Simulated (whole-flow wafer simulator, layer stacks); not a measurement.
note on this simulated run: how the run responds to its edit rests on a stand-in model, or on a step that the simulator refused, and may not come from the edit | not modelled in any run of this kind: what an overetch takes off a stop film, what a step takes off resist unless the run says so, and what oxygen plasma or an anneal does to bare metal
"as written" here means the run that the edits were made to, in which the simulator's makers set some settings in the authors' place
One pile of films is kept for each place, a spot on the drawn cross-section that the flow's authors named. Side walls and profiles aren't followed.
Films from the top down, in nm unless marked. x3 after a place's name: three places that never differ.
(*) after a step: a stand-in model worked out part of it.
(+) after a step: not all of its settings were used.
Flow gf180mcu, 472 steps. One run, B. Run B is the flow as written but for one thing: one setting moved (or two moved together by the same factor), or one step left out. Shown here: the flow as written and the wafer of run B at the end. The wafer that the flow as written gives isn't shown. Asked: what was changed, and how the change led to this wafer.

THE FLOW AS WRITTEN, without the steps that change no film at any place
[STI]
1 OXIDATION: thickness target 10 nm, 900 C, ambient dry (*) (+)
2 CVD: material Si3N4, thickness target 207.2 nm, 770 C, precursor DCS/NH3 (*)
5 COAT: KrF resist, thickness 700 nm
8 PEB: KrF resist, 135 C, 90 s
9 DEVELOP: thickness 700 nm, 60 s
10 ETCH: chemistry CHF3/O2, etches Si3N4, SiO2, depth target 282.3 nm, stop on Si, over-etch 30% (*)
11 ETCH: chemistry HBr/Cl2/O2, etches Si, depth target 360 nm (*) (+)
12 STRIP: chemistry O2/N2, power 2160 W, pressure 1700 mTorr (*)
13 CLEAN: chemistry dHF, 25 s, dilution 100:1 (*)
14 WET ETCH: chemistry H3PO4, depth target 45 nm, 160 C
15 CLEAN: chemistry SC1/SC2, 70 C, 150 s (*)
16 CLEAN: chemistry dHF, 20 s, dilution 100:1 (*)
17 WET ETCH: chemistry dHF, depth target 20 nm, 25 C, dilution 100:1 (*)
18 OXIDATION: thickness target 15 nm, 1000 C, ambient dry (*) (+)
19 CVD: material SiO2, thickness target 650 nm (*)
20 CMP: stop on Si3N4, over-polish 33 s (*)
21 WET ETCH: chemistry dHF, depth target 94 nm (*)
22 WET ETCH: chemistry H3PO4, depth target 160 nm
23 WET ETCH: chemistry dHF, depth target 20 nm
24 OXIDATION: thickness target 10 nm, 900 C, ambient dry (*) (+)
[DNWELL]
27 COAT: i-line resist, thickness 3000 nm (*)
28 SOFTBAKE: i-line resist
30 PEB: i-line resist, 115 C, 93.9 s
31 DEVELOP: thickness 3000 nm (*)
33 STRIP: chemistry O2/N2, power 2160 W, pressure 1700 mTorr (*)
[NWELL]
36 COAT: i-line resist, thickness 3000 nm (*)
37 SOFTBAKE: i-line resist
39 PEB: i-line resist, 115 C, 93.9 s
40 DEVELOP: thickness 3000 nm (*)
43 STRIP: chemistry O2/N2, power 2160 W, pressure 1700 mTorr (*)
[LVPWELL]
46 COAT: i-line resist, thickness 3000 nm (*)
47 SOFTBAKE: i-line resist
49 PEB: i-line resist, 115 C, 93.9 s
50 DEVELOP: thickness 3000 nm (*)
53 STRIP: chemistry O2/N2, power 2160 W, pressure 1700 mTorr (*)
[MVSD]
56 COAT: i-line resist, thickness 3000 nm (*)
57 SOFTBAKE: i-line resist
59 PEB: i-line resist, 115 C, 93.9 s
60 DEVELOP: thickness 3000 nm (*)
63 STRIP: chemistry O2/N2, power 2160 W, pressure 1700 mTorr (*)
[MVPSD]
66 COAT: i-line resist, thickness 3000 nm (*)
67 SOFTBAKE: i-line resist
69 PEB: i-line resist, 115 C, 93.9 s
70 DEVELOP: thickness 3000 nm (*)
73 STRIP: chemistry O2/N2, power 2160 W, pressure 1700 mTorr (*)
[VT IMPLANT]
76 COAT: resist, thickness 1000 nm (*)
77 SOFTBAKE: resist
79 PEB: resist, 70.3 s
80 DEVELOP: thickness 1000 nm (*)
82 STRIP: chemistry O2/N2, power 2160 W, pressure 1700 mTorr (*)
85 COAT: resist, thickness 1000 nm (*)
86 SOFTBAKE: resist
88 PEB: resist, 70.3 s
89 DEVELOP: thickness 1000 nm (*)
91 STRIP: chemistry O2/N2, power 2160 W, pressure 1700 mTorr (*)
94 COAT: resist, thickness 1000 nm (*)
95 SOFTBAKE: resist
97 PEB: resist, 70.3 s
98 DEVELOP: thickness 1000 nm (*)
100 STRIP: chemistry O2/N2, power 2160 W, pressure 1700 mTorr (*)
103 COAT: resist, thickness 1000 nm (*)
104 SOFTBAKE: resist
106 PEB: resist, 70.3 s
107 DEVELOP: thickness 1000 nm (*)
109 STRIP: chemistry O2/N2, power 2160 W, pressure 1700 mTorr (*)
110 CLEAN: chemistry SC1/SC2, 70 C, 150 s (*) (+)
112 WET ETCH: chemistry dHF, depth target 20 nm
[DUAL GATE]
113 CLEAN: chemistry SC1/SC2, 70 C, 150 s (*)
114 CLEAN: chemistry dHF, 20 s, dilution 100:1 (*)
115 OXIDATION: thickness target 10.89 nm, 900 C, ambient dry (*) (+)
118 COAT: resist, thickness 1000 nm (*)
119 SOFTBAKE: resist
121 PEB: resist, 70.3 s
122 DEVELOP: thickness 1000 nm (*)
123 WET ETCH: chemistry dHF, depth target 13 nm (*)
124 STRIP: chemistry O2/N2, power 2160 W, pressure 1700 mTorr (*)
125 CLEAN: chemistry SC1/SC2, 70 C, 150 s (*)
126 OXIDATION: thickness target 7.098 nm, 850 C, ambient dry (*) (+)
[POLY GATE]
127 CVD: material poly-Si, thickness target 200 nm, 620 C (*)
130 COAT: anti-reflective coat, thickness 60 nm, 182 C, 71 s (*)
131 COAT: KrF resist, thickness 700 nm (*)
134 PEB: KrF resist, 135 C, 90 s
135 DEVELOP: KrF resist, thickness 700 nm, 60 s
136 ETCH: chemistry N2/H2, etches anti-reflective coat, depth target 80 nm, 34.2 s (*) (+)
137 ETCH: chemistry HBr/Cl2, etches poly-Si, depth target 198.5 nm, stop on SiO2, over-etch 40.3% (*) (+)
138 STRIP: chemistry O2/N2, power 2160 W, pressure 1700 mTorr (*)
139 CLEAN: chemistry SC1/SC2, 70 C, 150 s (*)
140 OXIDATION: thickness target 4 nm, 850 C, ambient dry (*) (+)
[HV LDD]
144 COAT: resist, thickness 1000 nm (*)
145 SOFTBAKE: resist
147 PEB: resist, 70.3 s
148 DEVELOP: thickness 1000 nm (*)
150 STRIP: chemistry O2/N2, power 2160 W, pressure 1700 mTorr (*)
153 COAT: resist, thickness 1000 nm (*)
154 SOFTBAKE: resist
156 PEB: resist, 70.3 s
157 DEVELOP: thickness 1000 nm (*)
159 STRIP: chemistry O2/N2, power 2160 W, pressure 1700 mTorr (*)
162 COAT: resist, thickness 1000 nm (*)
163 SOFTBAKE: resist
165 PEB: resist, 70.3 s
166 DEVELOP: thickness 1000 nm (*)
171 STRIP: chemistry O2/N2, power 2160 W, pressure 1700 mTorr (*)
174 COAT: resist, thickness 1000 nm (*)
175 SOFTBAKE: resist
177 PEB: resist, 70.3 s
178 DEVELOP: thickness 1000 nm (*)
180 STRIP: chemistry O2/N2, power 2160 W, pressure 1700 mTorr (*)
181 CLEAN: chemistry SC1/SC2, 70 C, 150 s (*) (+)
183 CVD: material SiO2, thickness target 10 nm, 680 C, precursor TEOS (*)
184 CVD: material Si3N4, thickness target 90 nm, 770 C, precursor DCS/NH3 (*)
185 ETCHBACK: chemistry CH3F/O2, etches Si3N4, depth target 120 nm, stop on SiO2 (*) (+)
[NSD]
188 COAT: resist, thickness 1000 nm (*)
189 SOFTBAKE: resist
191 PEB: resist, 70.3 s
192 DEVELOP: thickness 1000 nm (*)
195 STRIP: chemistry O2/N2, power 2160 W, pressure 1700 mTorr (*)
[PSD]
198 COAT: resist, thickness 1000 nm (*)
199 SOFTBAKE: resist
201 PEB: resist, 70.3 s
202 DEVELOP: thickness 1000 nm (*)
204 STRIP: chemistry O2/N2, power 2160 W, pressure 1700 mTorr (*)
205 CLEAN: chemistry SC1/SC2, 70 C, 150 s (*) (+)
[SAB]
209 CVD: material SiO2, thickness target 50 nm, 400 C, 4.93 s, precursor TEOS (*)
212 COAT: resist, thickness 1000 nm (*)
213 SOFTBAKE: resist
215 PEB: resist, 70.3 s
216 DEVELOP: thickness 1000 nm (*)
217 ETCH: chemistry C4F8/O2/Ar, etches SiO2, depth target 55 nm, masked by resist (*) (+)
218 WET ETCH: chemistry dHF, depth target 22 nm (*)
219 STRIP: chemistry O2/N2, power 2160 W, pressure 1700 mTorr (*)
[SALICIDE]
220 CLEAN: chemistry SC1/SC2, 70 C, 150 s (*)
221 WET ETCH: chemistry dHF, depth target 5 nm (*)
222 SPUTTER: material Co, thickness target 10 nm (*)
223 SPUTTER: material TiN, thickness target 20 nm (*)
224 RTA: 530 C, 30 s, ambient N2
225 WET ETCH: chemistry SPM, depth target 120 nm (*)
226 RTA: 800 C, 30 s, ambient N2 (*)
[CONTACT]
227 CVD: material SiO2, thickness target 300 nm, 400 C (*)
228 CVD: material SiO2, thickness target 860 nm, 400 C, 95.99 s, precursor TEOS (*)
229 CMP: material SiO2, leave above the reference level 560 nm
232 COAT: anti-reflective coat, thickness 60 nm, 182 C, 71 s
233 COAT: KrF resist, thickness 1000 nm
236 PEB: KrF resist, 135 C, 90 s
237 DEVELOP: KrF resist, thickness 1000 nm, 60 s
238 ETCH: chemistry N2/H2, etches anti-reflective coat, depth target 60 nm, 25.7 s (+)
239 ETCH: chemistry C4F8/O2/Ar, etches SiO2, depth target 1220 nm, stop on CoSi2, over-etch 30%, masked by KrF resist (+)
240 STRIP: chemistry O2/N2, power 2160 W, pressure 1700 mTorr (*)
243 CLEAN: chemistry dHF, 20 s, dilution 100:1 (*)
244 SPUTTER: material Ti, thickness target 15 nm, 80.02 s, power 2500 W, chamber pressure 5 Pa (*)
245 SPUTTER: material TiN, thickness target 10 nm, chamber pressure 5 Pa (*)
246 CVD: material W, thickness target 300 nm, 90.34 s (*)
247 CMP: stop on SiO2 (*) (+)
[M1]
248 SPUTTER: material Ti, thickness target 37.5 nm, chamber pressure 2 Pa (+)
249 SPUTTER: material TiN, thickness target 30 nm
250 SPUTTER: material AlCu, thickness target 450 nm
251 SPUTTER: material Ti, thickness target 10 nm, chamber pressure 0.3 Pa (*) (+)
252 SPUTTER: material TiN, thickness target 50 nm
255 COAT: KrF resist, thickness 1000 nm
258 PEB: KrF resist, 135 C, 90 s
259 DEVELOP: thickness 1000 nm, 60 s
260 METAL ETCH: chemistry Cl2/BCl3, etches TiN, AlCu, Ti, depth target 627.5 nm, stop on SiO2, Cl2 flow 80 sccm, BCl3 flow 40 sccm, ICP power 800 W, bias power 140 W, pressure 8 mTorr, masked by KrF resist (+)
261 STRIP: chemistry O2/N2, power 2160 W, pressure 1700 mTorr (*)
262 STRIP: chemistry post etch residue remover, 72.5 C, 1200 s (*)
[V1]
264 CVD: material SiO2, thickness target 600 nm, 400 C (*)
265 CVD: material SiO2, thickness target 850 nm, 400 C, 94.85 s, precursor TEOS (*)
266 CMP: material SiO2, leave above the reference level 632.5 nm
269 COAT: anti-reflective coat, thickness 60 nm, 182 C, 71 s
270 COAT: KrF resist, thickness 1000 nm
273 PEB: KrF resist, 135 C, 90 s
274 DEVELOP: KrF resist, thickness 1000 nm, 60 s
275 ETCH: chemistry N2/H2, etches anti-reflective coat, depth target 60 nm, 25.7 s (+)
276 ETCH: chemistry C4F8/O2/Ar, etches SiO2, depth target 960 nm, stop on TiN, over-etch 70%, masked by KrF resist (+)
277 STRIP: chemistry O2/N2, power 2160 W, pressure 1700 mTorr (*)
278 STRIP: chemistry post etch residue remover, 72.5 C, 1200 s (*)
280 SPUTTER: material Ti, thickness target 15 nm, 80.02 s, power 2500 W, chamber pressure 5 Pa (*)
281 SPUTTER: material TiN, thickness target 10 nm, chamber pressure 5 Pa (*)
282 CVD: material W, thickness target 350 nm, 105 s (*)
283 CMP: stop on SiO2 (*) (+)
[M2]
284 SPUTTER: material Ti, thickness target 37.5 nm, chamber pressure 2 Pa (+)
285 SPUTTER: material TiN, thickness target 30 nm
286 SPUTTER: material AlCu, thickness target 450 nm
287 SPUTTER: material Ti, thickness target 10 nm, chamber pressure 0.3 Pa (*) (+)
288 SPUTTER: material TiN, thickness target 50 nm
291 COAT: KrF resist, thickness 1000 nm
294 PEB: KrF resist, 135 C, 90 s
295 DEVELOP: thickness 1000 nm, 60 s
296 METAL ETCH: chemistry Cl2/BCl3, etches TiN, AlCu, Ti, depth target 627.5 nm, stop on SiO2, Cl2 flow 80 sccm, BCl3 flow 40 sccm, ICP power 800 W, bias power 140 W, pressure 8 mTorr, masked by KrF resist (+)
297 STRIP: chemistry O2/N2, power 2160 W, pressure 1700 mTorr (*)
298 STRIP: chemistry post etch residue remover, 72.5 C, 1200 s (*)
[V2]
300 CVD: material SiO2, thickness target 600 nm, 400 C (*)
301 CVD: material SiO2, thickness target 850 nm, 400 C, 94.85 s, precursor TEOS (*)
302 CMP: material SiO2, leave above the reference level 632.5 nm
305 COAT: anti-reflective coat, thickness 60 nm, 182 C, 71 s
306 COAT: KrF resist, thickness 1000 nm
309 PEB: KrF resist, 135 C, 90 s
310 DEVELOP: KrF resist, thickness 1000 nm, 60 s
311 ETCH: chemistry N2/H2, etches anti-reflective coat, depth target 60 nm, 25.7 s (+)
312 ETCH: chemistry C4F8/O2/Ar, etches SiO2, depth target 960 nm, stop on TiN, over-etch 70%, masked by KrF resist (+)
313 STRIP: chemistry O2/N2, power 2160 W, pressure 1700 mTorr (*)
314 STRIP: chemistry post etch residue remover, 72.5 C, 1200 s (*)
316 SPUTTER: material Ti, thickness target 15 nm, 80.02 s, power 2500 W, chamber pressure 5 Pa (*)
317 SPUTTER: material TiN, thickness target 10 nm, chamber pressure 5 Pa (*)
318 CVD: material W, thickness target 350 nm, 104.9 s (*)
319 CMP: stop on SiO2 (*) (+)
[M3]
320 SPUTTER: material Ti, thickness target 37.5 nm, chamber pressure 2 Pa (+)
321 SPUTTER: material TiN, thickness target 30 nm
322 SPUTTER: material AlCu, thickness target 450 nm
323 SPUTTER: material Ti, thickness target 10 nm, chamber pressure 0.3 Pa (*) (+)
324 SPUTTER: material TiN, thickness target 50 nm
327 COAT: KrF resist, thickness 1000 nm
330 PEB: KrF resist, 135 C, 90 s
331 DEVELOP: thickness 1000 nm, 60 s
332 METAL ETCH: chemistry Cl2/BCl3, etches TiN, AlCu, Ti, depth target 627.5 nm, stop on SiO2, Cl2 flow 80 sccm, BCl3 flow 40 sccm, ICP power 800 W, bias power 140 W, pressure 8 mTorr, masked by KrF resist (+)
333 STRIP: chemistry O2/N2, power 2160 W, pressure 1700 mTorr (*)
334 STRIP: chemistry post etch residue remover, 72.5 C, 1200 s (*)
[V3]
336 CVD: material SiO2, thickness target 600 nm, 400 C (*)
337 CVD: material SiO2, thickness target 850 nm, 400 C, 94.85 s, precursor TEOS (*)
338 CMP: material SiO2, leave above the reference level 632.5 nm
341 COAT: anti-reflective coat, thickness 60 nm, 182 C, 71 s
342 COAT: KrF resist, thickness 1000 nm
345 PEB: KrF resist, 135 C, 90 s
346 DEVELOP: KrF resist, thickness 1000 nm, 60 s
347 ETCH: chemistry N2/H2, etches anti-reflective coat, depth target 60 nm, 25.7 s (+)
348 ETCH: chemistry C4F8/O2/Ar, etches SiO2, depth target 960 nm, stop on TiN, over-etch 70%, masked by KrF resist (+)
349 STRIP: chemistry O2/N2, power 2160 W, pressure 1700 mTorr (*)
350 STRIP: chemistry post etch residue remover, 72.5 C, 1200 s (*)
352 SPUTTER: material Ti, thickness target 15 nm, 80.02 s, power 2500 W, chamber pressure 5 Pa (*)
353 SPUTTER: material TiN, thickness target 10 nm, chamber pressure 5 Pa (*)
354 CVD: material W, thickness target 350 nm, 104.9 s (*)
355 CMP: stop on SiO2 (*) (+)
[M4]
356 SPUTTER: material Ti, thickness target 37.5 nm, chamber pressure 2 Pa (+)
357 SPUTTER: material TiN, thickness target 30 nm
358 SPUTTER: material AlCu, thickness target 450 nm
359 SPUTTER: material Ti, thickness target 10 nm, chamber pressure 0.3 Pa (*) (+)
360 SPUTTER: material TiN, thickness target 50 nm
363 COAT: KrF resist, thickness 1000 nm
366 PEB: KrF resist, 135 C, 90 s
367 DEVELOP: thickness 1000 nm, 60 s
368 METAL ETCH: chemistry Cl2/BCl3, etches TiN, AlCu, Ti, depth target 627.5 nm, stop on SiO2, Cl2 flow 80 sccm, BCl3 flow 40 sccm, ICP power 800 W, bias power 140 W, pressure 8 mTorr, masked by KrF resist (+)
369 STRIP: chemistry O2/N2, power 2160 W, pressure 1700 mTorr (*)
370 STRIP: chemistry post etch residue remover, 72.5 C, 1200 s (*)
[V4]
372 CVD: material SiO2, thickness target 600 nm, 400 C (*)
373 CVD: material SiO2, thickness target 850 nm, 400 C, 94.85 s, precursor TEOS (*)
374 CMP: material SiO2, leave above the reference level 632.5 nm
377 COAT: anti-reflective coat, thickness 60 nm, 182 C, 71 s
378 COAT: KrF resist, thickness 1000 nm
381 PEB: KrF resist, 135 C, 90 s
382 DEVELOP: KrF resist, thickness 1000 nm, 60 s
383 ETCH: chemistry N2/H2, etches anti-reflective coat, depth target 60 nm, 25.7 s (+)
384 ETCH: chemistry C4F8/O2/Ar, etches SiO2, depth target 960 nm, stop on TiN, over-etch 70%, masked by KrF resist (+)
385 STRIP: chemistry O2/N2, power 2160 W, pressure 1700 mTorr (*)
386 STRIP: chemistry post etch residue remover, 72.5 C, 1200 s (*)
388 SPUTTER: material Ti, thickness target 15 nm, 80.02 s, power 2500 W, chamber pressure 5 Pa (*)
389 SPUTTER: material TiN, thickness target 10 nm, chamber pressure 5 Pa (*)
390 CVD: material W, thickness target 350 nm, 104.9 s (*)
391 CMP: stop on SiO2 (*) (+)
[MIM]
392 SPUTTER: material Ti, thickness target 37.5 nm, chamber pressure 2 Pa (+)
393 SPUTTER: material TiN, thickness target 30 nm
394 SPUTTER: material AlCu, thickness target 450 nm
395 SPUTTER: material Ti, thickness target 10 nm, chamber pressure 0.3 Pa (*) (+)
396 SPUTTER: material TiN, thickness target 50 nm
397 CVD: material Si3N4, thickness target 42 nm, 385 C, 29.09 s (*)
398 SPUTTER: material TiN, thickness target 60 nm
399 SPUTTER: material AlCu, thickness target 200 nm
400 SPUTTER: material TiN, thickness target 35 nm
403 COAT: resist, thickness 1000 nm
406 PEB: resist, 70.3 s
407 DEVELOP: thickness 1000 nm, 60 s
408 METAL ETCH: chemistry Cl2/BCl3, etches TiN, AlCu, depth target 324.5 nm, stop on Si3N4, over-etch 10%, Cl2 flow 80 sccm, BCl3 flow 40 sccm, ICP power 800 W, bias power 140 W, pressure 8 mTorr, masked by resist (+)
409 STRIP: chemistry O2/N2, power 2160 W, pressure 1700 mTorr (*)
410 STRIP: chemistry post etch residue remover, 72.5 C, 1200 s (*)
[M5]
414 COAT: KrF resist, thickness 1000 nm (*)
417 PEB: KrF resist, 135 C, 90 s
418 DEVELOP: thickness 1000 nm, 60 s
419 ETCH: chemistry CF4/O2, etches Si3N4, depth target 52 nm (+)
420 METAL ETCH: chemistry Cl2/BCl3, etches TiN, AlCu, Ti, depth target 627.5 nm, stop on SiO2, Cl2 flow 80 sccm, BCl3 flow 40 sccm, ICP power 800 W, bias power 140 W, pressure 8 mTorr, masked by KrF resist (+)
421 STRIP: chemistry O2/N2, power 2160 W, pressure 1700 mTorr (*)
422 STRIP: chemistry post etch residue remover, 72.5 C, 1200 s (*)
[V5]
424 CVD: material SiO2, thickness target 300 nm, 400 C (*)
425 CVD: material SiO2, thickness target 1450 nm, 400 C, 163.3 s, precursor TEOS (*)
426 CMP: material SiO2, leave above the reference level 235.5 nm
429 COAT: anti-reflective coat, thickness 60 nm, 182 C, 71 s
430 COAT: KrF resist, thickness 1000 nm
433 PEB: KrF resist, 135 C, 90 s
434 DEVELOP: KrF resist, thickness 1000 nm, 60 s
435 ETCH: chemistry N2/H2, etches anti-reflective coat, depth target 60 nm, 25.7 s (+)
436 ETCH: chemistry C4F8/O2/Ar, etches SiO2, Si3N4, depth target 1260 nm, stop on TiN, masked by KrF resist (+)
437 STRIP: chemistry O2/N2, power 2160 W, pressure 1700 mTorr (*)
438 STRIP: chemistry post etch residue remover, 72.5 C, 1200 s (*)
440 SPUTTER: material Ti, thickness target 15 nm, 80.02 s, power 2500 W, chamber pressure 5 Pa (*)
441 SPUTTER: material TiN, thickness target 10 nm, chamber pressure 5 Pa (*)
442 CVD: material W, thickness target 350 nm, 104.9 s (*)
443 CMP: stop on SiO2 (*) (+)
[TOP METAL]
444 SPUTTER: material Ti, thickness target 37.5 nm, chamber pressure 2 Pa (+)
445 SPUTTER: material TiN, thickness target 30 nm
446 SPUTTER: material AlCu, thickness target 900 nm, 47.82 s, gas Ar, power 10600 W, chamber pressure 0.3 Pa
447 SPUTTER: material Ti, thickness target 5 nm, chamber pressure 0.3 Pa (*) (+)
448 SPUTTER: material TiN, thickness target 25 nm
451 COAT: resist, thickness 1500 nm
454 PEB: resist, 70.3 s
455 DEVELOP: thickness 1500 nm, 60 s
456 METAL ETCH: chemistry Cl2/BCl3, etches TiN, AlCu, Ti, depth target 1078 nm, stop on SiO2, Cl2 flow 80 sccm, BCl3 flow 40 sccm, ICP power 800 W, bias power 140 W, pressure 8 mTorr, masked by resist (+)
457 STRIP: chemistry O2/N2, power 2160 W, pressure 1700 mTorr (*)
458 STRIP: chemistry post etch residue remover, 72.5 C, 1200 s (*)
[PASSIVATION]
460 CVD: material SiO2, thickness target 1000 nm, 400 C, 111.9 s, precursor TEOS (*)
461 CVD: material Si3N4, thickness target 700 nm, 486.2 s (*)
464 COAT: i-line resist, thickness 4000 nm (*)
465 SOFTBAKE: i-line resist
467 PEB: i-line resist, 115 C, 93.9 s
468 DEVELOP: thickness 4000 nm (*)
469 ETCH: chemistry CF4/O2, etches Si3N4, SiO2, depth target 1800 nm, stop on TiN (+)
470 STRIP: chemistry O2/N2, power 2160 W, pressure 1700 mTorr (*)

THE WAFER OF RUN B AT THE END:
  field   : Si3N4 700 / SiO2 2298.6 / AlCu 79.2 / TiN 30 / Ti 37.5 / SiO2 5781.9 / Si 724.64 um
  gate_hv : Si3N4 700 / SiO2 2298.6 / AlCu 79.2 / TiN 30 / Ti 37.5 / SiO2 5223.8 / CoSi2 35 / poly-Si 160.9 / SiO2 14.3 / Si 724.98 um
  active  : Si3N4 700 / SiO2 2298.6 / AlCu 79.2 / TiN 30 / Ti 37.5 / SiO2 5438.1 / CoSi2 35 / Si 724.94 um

The cause: step 420, METAL ETCH: depth target 423.6 nm was run, where the flow has depth target 627.5 nm.

How the change led to this, step by step:
  420 METAL ETCH: chemistry Cl2/BCl3, etches TiN, AlCu, Ti, depth target 627.5 nm, stop on SiO2, Cl2 flow 80 sccm, BCl3 flow 40 sccm, ICP power 800 W, bias power 140 W, pressure 8 mTorr, masked by KrF resist (+)
      field, field__w1, field__w2 and 101 more: TiN -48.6 (all of it), Ti -10 (all of it), AlCu -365 (as written it would be: TiN -48.6 (all of it), Ti -10 (all of it), AlCu -450 (all of it), TiN -30 (all of it), Ti -37.5 (all of it))
      field__w4, field__w8, contact, m1, m1__w1, mim, mim_1p0, m1_nw: KrF resist -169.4 (as written it would be: KrF resist -251)
  421 STRIP: chemistry O2/N2, power 2160 W, pressure 1700 mTorr (*)
      field__w8, m1__w1: KrF resist -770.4 (all of it) (as written it would be: KrF resist -688.9 (all of it))
      contact, m1: KrF resist -770.9 (all of it) (as written it would be: KrF resist -689.3 (all of it))
      (and at 4 more places)
  422 STRIP: chemistry post etch residue remover, 72.5 C, 1200 s (*)
      field, field__w1, field__w2 and 101 more: AlCu -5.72 (as written it would be: nothing)
  424 CVD: material SiO2, thickness target 300 nm, 400 C (*)
      field, field__w1, field__w2 and 101 more: SiO2 +300 (new film) (as written it would be: SiO2 +300)
  426 CMP: material SiO2, leave above the reference level 235.5 nm
      field, field__w1, field__w5 and 92 more: SiO2 -447.6 (as written it would be: SiO2 -300.8)
      field__w2, field__w3, field__w12 and 6 more: SiO2 -426.1 (as written it would be: SiO2 -272.7)
Counting metal films that touch as one body, field has 1 body; the flow as written gives 0 bodies.
Counting metal films that touch as one body, gate_hv has 2 bodies (between them, from the top down: SiO2 5223.8); the flow as written gives 1 body.
Counting metal films that touch as one body, active has 2 bodies (between them, from the top down: SiO2 5438.1); the flow as written gives 1 body.
